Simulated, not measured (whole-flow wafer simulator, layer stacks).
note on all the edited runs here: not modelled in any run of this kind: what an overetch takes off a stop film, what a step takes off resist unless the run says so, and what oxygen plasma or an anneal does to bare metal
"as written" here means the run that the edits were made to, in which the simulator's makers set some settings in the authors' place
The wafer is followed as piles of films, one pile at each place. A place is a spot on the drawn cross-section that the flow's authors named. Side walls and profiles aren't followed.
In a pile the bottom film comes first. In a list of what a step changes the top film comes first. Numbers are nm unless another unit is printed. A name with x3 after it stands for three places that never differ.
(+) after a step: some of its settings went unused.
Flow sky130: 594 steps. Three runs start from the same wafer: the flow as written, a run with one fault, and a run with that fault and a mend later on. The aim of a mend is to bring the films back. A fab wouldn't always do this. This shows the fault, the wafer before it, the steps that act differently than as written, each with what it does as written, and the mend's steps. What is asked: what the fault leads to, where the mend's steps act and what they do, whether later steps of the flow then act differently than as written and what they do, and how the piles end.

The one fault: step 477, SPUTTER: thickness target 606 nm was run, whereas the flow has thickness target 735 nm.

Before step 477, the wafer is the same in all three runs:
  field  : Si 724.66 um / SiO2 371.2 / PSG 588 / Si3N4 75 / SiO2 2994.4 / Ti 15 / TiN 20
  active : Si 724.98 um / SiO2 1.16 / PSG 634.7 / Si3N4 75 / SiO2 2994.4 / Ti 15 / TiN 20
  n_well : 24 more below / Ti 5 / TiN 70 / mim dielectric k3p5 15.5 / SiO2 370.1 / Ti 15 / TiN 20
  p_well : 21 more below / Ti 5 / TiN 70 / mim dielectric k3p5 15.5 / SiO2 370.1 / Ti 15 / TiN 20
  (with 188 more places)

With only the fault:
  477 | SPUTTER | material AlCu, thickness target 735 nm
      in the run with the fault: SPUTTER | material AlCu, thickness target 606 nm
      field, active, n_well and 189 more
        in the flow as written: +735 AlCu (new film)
        in the run with the fault: +606 AlCu (new film)
  Steps later in the flow that act otherwise than as written (not shown: 4 more steps that differ only slightly, by at most 2% or 0.5 nm, whichever is larger):
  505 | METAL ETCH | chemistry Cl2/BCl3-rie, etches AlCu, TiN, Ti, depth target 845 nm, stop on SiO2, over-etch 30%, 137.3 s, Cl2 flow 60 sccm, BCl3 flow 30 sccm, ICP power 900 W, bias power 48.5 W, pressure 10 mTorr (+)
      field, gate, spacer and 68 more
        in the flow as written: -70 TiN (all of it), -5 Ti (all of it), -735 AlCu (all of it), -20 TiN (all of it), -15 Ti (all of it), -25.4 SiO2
        in the run with the fault: -70 TiN (all of it), -5 Ti (all of it), -606 AlCu (all of it), -20 TiN (all of it), -15 Ti (all of it), -38.2 SiO2
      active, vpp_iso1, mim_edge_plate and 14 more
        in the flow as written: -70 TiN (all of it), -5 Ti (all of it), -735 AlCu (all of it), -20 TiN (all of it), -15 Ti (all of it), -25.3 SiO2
        in the run with the fault: -70 TiN (all of it), -5 Ti (all of it), -606 AlCu (all of it), -20 TiN (all of it), -15 Ti (all of it), -38.2 SiO2
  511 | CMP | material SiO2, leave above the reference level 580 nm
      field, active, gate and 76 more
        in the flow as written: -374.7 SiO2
        in the run with the fault: -490.8 SiO2
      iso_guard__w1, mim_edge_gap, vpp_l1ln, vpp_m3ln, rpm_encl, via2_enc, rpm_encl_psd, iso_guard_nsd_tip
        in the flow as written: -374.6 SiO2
        in the run with the fault: -490.8 SiO2
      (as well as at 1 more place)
  By the end, the piles at field, active, n_well and 190 more depart from the flow's by more than 2% or 0.5 nm, whichever is larger.
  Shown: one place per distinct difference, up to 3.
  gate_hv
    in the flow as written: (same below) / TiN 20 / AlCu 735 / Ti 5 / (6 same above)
    in the run with the fault: (same below) / TiN 20 / AlCu 606 / Ti 5 / (6 same above)
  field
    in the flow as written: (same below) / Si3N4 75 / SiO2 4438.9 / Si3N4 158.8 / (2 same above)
    in the run with the fault: (same below) / Si3N4 75 / SiO2 4309.9 / Si3N4 158.8 / (2 same above)
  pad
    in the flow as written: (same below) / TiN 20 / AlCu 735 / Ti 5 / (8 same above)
    in the run with the fault: (same below) / TiN 20 / AlCu 606 / Ti 5 / (8 same above)

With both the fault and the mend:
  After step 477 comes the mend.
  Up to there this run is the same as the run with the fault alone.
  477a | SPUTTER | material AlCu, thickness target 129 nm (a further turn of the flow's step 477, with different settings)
      field, active, n_well and 189 more
        +129 AlCu
  Every later step of the flow that is run acts as written at every place that is followed.
  The piles end the same as the flow's at every place that both follow.
